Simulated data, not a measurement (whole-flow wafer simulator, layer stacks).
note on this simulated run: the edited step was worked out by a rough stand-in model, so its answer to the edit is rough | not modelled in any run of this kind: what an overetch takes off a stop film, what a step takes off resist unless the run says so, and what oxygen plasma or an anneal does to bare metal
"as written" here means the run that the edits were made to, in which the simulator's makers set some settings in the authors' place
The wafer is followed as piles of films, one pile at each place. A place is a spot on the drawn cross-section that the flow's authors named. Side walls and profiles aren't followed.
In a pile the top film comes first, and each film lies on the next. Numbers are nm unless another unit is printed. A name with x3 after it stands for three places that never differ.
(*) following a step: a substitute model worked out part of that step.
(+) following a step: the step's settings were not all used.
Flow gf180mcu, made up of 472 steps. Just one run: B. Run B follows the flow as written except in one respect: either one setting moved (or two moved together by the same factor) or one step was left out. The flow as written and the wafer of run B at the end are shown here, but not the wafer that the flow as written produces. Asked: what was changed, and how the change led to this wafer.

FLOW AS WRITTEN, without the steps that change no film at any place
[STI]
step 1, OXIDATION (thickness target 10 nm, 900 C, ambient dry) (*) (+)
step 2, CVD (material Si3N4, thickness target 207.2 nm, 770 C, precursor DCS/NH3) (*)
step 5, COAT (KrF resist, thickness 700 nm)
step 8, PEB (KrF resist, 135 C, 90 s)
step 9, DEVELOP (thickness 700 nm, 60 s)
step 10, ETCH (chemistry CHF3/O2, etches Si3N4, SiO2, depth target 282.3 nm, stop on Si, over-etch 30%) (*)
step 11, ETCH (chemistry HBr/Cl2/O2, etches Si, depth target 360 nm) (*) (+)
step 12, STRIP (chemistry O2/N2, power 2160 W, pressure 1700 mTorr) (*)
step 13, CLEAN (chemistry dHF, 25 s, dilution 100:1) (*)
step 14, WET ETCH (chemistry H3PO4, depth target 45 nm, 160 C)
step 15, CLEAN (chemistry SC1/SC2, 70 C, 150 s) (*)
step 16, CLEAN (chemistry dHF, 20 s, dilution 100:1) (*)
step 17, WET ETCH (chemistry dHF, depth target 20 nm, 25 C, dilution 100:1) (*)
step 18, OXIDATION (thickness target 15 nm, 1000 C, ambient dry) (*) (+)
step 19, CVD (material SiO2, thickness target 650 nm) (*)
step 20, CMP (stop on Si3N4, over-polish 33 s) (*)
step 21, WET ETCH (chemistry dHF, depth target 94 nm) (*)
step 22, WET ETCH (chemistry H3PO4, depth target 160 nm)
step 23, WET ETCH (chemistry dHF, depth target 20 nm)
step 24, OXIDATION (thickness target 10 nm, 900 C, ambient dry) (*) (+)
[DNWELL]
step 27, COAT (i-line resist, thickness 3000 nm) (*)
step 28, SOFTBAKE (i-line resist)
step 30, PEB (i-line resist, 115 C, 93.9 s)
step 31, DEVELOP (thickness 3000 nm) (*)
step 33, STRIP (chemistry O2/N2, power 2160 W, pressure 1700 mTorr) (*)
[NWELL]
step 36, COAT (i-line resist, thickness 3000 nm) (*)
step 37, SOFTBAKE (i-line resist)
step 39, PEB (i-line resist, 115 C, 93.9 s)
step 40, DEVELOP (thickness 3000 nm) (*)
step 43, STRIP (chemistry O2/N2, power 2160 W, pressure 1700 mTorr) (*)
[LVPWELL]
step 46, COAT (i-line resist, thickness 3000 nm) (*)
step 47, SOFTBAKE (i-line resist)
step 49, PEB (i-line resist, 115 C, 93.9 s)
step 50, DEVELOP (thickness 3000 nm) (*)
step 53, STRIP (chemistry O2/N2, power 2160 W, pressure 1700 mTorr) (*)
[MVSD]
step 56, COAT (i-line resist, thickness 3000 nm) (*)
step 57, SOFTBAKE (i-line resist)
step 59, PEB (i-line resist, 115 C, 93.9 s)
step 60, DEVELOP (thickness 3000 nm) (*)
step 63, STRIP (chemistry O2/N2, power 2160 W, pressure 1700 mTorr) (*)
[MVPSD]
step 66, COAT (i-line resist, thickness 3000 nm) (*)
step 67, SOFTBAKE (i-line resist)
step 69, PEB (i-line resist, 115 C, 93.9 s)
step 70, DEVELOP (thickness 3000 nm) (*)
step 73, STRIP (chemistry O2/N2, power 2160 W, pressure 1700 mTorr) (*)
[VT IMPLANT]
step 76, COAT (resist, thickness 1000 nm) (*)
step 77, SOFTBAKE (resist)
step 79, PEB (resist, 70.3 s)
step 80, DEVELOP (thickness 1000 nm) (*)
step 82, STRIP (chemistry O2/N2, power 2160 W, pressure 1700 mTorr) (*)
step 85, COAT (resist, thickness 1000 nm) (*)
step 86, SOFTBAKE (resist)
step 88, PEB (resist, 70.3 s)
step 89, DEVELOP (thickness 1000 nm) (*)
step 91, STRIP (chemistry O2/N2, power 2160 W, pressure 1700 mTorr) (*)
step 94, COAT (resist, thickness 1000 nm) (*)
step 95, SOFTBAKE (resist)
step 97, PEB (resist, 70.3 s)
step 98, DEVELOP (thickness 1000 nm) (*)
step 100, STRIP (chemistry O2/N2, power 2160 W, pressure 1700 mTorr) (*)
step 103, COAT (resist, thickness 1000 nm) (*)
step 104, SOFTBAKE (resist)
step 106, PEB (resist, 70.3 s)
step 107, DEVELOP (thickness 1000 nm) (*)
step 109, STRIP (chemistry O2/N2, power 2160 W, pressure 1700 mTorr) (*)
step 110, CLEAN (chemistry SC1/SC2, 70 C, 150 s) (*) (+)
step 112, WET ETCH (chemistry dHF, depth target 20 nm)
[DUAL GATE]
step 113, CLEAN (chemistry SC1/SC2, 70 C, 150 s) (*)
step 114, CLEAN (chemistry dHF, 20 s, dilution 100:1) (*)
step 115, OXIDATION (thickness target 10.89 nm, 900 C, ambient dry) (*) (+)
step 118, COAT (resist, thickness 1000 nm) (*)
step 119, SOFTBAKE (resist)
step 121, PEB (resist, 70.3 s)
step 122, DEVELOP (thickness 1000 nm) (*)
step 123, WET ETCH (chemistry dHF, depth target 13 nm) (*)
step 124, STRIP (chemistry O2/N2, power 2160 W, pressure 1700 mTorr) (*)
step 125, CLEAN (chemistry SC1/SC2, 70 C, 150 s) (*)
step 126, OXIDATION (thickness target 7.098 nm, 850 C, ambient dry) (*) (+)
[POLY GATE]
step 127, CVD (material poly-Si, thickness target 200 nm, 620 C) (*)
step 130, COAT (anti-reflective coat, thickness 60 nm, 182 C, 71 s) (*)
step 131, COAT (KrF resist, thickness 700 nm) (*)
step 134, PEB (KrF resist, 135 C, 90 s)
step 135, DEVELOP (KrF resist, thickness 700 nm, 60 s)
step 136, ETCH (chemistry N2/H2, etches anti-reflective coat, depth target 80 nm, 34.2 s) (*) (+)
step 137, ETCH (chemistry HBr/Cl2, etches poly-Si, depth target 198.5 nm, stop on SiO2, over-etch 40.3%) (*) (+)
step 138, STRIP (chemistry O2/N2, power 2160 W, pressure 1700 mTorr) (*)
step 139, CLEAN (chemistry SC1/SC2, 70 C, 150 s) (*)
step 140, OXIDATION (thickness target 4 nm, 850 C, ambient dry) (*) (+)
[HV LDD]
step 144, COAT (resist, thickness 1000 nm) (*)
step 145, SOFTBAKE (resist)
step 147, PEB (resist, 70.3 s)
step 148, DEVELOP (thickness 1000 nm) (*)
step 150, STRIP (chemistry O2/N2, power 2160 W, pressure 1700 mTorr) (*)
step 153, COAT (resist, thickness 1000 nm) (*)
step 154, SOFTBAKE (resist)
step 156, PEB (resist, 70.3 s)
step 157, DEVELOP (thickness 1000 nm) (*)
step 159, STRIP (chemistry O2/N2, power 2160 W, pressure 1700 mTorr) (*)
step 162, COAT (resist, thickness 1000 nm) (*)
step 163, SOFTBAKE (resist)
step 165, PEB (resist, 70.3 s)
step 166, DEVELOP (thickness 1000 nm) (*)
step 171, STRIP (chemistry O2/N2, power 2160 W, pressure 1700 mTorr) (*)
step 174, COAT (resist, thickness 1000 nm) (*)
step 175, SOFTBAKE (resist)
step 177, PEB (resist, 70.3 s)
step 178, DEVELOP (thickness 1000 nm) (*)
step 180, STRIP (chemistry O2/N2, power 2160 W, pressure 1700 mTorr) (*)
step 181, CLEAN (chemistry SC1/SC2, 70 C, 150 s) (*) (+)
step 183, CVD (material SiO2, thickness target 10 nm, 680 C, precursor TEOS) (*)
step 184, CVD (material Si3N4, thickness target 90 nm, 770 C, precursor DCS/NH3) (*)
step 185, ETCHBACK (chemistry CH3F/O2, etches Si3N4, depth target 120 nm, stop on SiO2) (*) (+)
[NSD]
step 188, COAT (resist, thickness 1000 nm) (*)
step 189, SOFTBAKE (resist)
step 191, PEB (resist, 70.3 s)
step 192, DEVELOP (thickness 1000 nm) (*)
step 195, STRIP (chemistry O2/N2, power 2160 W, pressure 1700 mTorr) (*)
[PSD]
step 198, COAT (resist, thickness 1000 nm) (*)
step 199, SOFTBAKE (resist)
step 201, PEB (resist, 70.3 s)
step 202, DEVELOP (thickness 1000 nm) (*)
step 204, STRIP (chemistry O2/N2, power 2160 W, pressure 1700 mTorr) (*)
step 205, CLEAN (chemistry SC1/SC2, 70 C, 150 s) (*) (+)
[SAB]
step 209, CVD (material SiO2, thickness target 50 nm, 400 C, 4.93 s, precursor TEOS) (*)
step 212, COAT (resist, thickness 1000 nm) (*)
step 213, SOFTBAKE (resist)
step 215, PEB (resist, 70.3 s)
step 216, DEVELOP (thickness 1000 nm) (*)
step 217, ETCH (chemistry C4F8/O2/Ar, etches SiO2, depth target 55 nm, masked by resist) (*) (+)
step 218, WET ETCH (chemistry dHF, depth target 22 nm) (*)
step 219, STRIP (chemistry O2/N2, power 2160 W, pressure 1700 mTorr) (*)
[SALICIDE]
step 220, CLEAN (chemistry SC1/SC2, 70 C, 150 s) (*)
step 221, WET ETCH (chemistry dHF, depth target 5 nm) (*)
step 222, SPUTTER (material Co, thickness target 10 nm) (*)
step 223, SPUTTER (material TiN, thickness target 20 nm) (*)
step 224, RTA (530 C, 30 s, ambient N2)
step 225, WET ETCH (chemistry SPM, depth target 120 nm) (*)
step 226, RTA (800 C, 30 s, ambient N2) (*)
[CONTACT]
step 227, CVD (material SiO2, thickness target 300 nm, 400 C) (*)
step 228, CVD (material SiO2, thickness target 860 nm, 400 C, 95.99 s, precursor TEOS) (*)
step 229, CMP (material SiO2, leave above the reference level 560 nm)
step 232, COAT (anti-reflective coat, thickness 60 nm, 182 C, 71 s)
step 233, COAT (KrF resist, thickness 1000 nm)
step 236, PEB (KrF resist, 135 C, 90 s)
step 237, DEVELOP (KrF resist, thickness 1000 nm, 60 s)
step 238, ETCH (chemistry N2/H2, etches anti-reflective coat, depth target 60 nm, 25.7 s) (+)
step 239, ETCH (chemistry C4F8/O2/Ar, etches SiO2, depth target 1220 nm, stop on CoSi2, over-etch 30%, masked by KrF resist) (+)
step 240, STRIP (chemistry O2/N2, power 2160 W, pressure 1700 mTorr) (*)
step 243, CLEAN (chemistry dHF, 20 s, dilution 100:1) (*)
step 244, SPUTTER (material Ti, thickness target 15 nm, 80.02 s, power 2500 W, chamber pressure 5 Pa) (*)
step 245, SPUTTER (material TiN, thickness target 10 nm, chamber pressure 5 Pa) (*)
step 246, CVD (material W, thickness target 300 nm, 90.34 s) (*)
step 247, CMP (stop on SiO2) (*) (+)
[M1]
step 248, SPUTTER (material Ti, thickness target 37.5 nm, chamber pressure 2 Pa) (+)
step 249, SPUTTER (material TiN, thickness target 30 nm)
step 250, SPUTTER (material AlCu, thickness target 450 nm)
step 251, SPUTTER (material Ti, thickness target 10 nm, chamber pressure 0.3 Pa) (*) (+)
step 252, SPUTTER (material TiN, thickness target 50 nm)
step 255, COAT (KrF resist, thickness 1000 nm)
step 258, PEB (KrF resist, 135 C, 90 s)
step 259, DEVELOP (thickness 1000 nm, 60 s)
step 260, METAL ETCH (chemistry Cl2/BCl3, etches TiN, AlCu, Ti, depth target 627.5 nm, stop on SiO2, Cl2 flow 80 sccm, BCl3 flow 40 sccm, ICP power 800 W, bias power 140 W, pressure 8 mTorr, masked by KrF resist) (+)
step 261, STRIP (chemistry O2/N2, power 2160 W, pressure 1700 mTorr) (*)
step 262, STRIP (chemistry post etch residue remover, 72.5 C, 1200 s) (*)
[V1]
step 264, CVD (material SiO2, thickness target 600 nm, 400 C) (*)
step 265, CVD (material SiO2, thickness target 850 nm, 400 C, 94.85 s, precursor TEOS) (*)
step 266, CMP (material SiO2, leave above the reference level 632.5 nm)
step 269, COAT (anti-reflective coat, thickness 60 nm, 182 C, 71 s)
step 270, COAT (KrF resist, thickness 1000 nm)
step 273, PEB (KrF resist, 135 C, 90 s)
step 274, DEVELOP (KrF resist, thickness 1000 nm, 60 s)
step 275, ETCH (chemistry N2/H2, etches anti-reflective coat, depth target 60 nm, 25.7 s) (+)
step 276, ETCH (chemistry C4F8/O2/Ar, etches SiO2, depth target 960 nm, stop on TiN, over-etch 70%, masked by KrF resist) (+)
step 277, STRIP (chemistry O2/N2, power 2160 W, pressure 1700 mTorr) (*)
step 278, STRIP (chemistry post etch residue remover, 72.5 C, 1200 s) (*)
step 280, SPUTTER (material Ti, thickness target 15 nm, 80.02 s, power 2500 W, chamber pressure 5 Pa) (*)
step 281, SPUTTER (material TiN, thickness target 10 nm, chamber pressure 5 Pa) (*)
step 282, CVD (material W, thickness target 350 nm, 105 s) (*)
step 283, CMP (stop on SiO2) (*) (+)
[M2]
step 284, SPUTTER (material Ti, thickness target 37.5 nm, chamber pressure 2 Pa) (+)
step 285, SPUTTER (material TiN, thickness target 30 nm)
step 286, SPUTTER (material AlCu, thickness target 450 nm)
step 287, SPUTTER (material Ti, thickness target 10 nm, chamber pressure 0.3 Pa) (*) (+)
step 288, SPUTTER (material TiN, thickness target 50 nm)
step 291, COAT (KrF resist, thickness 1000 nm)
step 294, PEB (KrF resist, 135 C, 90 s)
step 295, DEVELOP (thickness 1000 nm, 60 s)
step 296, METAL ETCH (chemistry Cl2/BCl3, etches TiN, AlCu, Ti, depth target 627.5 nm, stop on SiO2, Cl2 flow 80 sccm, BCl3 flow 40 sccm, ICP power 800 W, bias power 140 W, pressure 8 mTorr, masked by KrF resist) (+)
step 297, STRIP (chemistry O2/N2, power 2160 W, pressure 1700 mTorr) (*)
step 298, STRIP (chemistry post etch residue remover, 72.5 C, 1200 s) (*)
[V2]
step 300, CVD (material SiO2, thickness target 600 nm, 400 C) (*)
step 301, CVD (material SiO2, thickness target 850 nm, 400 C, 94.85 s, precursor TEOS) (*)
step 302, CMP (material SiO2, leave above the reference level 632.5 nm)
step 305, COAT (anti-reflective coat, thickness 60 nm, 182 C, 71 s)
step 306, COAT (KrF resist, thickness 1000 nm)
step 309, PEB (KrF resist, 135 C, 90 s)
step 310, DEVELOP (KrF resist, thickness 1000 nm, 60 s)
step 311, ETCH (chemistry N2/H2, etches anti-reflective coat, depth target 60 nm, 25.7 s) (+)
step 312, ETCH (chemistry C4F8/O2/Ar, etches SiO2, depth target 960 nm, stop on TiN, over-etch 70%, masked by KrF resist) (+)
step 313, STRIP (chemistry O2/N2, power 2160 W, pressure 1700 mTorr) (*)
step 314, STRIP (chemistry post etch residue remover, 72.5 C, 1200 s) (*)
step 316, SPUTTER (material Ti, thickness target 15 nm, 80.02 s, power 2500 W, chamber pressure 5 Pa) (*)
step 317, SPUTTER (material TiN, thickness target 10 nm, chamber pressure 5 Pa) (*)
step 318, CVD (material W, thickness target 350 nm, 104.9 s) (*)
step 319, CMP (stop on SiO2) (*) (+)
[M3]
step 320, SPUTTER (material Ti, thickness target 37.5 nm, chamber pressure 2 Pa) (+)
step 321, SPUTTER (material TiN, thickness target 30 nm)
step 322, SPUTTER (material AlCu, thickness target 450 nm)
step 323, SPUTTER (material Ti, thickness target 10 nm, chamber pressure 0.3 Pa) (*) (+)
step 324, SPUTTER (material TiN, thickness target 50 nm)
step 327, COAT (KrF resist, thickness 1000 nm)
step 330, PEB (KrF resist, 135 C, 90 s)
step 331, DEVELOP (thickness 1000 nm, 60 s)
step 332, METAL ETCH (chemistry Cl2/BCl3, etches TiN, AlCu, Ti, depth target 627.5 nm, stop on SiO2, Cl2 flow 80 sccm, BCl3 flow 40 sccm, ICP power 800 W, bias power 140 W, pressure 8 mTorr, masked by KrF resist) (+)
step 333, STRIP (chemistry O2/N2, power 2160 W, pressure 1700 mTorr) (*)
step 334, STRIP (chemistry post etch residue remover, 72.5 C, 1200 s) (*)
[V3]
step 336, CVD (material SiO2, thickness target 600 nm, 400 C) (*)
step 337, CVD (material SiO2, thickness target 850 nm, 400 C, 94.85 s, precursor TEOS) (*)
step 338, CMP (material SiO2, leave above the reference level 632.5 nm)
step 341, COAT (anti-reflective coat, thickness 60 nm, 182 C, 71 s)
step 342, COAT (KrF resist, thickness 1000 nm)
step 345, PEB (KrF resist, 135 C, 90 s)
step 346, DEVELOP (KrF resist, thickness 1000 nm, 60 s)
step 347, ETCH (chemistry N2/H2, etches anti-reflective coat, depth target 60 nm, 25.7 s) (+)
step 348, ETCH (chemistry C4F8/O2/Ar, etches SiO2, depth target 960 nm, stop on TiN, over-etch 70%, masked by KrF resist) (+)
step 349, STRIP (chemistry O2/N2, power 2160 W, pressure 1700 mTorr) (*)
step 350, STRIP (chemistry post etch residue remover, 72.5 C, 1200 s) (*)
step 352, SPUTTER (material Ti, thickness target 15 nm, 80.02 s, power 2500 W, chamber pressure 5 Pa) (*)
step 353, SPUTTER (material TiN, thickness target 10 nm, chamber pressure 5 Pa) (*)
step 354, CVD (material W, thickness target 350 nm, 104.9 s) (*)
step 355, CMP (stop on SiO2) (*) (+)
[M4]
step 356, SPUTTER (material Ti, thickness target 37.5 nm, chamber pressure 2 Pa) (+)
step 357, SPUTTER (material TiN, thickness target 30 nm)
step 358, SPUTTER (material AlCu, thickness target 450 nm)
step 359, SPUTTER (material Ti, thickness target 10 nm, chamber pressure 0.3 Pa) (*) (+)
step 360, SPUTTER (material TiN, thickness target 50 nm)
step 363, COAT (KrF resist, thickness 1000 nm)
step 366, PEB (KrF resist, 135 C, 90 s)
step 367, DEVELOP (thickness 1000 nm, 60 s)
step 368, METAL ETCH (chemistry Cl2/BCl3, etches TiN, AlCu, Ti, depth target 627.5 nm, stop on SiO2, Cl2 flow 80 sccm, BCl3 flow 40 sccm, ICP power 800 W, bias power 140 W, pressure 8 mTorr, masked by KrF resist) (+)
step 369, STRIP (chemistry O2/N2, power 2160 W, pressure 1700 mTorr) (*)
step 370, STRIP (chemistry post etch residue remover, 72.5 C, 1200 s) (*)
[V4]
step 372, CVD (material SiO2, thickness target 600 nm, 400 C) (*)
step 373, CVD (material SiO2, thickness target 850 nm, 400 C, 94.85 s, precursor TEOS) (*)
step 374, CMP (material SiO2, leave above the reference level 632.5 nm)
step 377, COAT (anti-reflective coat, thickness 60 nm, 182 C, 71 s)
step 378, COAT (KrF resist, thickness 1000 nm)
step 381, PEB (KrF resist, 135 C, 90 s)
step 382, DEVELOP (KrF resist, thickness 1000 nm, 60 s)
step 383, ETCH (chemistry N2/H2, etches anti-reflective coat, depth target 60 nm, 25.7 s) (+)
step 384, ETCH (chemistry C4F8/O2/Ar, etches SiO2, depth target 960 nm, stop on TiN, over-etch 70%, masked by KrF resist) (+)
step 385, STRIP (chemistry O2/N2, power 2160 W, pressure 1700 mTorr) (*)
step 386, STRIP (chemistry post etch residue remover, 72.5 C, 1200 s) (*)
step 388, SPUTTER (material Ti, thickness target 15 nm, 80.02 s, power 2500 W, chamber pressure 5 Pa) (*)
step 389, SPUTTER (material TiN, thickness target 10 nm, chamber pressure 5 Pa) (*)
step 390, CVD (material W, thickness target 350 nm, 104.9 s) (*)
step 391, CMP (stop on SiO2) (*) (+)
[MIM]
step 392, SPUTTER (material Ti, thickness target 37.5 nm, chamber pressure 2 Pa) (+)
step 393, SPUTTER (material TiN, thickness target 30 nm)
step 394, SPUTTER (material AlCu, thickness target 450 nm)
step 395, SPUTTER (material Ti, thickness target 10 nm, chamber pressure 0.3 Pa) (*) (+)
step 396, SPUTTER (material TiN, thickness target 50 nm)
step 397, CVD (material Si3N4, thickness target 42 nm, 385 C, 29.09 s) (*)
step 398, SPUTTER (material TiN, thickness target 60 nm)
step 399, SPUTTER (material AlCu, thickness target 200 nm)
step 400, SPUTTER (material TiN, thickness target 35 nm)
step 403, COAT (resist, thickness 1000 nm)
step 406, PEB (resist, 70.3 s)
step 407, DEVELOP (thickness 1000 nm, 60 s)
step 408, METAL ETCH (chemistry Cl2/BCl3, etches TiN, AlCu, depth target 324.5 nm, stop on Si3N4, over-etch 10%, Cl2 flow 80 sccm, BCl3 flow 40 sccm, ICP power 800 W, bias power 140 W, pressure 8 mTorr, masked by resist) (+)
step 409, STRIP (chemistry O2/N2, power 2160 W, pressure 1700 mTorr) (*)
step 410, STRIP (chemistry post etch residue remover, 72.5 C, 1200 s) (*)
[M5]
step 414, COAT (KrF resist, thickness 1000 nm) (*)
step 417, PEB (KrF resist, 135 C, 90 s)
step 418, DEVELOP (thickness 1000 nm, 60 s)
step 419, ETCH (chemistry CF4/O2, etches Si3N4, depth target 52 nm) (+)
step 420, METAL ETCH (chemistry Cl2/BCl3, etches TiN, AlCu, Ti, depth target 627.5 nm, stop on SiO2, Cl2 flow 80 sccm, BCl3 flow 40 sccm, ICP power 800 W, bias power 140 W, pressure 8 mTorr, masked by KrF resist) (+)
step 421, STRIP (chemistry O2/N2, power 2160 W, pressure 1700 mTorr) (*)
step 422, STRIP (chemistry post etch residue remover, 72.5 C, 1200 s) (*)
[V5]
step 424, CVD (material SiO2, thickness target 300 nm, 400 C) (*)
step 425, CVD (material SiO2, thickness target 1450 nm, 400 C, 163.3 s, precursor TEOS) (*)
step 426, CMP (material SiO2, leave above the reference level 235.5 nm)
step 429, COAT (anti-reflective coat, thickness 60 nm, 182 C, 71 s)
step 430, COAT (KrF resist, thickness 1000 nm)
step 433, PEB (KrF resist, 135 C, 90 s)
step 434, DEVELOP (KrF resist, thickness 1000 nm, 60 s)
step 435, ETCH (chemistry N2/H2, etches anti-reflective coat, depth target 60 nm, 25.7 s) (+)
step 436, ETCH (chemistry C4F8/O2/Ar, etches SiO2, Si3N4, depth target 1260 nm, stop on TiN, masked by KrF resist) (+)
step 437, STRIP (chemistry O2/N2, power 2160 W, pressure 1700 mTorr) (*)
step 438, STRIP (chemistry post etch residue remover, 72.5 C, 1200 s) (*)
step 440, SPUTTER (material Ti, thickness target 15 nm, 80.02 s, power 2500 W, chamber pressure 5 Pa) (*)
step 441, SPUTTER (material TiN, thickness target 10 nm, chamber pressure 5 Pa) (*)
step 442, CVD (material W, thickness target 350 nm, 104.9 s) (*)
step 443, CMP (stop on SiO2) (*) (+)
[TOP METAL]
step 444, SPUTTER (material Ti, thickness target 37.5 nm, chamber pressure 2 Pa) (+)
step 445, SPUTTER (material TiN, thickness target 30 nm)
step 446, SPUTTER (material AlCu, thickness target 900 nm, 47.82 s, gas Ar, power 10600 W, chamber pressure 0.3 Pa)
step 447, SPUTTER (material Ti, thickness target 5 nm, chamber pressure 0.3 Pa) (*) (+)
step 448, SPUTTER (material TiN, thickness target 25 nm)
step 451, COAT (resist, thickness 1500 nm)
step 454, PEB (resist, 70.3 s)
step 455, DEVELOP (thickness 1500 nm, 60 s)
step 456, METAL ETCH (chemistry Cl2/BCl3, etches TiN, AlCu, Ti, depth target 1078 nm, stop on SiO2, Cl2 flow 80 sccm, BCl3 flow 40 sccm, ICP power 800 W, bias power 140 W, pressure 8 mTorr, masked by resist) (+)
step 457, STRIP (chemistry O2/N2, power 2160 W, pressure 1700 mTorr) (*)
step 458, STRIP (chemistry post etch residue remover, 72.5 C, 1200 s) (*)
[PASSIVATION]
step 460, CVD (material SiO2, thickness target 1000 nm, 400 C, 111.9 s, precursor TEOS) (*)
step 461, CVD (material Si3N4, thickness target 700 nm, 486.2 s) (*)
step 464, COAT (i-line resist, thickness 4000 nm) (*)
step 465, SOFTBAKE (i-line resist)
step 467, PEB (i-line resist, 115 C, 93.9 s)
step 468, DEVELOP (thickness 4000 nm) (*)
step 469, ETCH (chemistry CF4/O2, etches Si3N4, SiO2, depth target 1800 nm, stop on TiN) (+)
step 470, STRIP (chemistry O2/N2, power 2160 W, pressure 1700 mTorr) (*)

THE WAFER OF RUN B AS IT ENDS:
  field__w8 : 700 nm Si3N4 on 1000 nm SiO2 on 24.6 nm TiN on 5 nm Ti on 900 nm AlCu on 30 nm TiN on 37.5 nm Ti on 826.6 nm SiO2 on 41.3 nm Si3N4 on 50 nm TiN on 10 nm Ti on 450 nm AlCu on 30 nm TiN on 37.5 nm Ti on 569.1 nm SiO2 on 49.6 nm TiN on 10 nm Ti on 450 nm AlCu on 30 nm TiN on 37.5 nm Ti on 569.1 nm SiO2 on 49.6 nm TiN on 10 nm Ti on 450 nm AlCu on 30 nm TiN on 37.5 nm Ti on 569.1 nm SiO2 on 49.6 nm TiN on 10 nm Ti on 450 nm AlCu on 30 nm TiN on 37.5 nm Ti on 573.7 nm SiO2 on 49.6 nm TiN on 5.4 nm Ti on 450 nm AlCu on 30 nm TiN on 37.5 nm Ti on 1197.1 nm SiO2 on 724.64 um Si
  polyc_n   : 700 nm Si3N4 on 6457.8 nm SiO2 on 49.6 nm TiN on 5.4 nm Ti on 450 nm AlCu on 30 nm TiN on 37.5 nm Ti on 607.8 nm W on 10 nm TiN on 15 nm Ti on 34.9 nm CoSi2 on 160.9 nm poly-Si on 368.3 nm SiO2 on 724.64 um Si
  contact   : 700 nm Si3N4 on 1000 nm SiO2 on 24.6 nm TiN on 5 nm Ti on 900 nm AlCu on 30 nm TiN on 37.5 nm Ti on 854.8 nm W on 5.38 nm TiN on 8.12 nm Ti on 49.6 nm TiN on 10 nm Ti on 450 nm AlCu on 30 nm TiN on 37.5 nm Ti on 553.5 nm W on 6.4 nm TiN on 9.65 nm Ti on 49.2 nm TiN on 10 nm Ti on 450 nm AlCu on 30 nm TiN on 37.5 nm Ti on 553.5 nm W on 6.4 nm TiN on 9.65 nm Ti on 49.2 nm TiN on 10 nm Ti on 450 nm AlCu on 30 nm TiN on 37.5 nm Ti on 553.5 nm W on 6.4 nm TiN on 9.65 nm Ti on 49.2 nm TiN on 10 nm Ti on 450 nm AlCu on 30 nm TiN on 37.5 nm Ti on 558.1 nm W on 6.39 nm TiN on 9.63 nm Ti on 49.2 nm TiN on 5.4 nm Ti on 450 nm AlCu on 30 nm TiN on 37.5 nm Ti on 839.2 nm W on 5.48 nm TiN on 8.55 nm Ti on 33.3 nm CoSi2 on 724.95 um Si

Cause: step 251, SPUTTER: thickness target 5.4 nm was run, though the flow has thickness target 10 nm.
One can read it off the wafer: field__w8 has Ti 5.4, and step 251 as written asks for 10 nm.

Step by step, how the change led to this:
  step 251, SPUTTER (material Ti, thickness target 10 nm, chamber pressure 0.3 Pa) (*) (+)
      field, field__w1, field__w2 and 108 more: Ti gains 5.4 (new film) (as written it would have been: Ti gains 10 (new film))
  step 260, METAL ETCH (chemistry Cl2/BCl3, etches TiN, AlCu, Ti, depth target 627.5 nm, stop on SiO2, Cl2 flow 80 sccm, BCl3 flow 40 sccm, ICP power 800 W, bias power 140 W, pressure 8 mTorr, masked by KrF resist) (+)
      field, field__w1, field__w2 and 99 more: TiN loses 50 (all of it), Ti loses 5.4 (all of it), AlCu loses 450 (all of it), TiN loses 30 (all of it), Ti loses 37.5 (all of it) (as written it would have been: TiN loses 50 (all of it), Ti loses 10 (all of it), AlCu loses 450 (all of it), TiN loses 30 (all of it), Ti loses 37.5 (all of it))
